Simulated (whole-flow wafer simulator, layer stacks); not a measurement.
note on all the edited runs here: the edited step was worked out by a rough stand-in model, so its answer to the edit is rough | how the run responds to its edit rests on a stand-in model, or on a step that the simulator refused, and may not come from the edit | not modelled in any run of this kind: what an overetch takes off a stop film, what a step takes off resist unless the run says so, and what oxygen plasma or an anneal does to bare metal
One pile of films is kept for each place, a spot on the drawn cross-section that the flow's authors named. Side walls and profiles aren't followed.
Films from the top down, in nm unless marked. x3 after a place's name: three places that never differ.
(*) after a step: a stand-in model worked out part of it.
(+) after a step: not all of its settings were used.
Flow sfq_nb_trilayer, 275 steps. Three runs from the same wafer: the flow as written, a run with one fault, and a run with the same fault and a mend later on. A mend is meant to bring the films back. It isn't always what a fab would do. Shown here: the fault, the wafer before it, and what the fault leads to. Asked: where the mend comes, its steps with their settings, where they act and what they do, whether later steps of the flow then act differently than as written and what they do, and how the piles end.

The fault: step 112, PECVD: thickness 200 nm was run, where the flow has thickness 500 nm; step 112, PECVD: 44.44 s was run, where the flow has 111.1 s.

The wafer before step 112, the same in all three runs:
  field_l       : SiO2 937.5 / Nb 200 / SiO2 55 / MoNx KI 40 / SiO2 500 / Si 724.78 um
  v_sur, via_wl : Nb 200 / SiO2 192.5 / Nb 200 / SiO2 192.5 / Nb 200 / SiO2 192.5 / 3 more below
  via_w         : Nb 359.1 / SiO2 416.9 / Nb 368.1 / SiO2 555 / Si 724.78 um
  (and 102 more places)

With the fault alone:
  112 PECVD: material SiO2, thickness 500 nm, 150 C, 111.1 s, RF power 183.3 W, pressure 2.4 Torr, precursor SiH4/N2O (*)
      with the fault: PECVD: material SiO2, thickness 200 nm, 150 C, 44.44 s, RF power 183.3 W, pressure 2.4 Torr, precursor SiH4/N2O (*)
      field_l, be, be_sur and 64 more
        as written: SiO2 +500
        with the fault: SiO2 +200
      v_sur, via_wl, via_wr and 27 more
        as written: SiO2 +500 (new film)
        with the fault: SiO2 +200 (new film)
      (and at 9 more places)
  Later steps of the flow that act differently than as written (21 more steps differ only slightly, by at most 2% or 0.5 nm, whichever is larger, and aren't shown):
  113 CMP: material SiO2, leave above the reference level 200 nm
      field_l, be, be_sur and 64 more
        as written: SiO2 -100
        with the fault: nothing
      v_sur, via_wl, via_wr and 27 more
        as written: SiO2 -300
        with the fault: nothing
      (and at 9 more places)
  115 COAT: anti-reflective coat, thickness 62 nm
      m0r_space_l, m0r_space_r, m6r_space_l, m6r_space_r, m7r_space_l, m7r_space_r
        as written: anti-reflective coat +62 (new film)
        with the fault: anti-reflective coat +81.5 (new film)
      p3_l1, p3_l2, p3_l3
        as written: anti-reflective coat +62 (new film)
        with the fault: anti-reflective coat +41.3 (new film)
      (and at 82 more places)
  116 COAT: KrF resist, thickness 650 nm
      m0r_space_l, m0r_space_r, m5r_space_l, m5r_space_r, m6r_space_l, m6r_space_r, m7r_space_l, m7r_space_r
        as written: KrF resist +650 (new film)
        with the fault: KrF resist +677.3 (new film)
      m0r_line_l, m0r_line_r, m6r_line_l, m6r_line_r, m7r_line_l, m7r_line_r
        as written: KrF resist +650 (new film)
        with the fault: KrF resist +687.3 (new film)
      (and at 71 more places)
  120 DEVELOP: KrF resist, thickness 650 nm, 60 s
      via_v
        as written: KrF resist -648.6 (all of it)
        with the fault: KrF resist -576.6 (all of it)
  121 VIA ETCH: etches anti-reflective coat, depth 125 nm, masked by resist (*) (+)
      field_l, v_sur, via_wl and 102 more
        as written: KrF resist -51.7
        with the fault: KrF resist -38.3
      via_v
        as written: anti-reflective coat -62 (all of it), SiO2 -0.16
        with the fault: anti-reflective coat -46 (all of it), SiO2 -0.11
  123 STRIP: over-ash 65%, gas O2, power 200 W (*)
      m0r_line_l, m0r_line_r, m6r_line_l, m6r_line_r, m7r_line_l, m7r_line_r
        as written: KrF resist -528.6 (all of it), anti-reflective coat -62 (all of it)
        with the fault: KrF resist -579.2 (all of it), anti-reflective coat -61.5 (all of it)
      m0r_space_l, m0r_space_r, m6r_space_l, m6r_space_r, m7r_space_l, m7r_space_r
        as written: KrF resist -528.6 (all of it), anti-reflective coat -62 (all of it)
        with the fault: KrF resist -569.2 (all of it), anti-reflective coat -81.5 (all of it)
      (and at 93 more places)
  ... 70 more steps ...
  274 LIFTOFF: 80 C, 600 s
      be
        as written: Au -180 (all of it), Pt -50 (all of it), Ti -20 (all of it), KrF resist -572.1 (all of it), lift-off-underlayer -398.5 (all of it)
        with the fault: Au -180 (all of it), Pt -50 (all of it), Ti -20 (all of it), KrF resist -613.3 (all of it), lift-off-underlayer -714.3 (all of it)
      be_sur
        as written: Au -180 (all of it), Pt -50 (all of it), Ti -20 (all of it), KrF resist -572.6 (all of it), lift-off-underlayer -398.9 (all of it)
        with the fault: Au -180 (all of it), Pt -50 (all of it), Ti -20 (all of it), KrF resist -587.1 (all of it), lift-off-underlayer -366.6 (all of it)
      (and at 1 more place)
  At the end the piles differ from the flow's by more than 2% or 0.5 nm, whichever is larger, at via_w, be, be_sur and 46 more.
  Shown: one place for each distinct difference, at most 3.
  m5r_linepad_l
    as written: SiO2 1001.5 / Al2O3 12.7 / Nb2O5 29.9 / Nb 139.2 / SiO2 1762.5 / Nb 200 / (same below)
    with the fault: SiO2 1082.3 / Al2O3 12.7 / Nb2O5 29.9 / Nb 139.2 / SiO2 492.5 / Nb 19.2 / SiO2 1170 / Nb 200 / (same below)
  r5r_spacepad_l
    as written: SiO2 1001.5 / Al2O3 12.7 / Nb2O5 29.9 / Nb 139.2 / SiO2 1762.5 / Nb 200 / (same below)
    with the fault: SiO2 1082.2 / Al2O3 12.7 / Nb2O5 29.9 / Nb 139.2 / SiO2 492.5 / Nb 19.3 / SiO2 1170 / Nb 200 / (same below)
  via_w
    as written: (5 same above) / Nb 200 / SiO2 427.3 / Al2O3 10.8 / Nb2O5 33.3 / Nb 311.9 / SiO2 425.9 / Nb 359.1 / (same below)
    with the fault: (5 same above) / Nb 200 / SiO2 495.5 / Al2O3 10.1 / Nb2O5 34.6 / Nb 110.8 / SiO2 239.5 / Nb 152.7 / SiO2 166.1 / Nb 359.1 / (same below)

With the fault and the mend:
  The mend comes after step 112.
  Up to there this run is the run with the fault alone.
  112a PECVD: material SiO2, thickness 300 nm, 150 C, 66.67 s, RF power 183.3 W, pressure 2.4 Torr, precursor SiH4/N2O (*) (the flow's step 112 once more, with other settings)
      field_l, v_sur, via_wl and 94 more
        SiO2 +300
      p4_g1, p4_g2, p3_s0, p3_s1, p3_s2, p3_s3, p3_s4, p3_s5
        SiO2 +357.1
      via_w
        SiO2 +416.9
  Later steps of the flow that act differently than as written:
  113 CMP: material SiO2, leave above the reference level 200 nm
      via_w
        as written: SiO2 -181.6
        with the mend: SiO2 -157.1
  At the end the piles are the same as the flow's at every place that both follow.
